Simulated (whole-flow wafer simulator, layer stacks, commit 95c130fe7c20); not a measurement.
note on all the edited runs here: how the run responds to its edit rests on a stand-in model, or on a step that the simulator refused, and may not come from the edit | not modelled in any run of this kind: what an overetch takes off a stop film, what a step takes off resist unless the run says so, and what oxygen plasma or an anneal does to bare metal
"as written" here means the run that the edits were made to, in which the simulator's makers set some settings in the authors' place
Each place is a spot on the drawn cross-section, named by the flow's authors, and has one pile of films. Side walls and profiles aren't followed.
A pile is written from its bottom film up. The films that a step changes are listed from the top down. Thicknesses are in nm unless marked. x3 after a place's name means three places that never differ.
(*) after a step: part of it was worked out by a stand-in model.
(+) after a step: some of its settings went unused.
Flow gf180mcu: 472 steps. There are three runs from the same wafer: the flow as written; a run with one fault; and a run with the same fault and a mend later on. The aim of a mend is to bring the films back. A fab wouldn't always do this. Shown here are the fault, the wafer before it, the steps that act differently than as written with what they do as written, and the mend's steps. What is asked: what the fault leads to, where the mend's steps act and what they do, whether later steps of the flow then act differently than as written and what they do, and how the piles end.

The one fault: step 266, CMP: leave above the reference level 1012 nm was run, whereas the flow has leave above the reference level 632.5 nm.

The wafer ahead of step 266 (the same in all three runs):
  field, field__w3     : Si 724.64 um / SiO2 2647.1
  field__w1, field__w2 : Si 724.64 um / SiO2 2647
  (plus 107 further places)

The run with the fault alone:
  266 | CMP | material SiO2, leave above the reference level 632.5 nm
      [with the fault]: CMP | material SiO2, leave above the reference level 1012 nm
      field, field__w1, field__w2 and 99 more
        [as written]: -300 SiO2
        [with the fault]: nothing
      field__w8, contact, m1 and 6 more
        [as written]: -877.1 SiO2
        [with the fault]: -497.6 SiO2
  Later steps of the flow acting differently than as written (3 more steps, not shown, differ only slightly: by at most 2% or 0.5 nm, whichever is larger):
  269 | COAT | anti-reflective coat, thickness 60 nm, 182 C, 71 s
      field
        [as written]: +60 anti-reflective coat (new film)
        [with the fault]: +91.8 anti-reflective coat (new film)
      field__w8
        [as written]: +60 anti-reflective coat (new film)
        [with the fault]: +20.9 anti-reflective coat (new film)
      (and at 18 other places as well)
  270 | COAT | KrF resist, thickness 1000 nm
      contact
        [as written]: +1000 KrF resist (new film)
        [with the fault]: +968.5 KrF resist (new film)
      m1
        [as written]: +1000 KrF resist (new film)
        [with the fault]: +963.2 KrF resist (new film)
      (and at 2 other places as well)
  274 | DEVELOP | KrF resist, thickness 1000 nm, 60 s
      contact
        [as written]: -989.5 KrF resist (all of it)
        [with the fault]: -958.3 KrF resist (all of it)
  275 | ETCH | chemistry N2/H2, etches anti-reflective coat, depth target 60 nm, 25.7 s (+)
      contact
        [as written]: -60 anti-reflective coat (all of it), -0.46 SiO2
        [with the fault]: -26.7 anti-reflective coat (all of it), -1.31 SiO2
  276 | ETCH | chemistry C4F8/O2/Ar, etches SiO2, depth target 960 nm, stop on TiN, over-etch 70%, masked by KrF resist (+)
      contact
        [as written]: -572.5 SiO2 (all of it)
        [with the fault]: -951.1 SiO2 (all of it)
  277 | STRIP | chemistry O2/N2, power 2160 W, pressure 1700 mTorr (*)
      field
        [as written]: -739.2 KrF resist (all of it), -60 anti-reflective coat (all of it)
        [with the fault]: -725.4 KrF resist (all of it), -91.8 anti-reflective coat (all of it)
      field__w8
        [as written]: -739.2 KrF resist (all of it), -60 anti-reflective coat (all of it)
        [with the fault]: -729.2 KrF resist (all of it), -20.9 anti-reflective coat (all of it)
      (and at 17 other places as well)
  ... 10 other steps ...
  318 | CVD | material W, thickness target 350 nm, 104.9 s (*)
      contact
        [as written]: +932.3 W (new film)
        [with the fault]: +1009.4 W (new film)
  At field, field__w1, field__w2 and 109 more, the piles at the end differ from the flow's by more than 2% or 0.5 nm, whichever is larger.
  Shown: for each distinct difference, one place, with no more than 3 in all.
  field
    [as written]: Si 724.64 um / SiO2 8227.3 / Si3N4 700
    [with the fault]: Si 724.64 um / SiO2 8603.9 / Si3N4 700
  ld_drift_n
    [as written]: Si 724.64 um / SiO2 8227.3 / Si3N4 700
    [with the fault]: Si 724.64 um / SiO2 8603.8 / Si3N4 700
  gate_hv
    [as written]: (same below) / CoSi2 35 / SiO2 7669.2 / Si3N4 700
    [with the fault]: (same below) / CoSi2 35 / SiO2 8045.7 / Si3N4 700

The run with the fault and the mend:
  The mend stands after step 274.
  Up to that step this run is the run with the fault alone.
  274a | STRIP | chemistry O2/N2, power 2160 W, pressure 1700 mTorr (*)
      iso_ptap_pw, iso_ntap_nw, iso_nw_fld and 33 more
        -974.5 KrF resist (all of it), -60 anti-reflective coat (all of it)
      field_sub, field_sub__w1, field_sub__w2 and 10 more
        -975.3 KrF resist (all of it), -60.2 anti-reflective coat (all of it)
      p_well, sti, spacer, sd_n, mim_1p0, pad, dice_street
        -974.6 KrF resist (all of it), -60.7 anti-reflective coat (all of it)
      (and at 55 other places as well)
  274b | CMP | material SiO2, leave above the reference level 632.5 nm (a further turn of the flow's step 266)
      field, field__w1, field__w2 and 99 more
        -300 SiO2
      field__w8, contact, m1 and 6 more
        -379.5 SiO2
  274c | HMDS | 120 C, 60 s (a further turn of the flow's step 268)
      alters no film at any place that is followed
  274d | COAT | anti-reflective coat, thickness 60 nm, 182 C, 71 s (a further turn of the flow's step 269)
      field, field__w1, field__w2 and 108 more
        +60 anti-reflective coat (new film)
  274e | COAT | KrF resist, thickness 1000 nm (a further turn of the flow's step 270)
      field, field__w1, field__w2 and 108 more
        +1000 KrF resist (new film)
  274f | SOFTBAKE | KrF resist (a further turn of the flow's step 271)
      alters no film at any place that is followed
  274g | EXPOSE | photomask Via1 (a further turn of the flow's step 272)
      alters no film at any place that is followed
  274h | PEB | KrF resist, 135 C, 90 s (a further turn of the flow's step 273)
      field, field__w1, field__w2 and 108 more
        -10.5 KrF resist
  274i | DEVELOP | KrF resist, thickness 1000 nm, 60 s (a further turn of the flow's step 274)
      field, field__w1, field__w2 and 107 more
        -14.9 KrF resist
      contact
        -989.5 KrF resist (all of it)
  None of the later steps of the flow acts differently than as written at any place that is followed.
  The piles end the same as the flow's at every place that both follow.
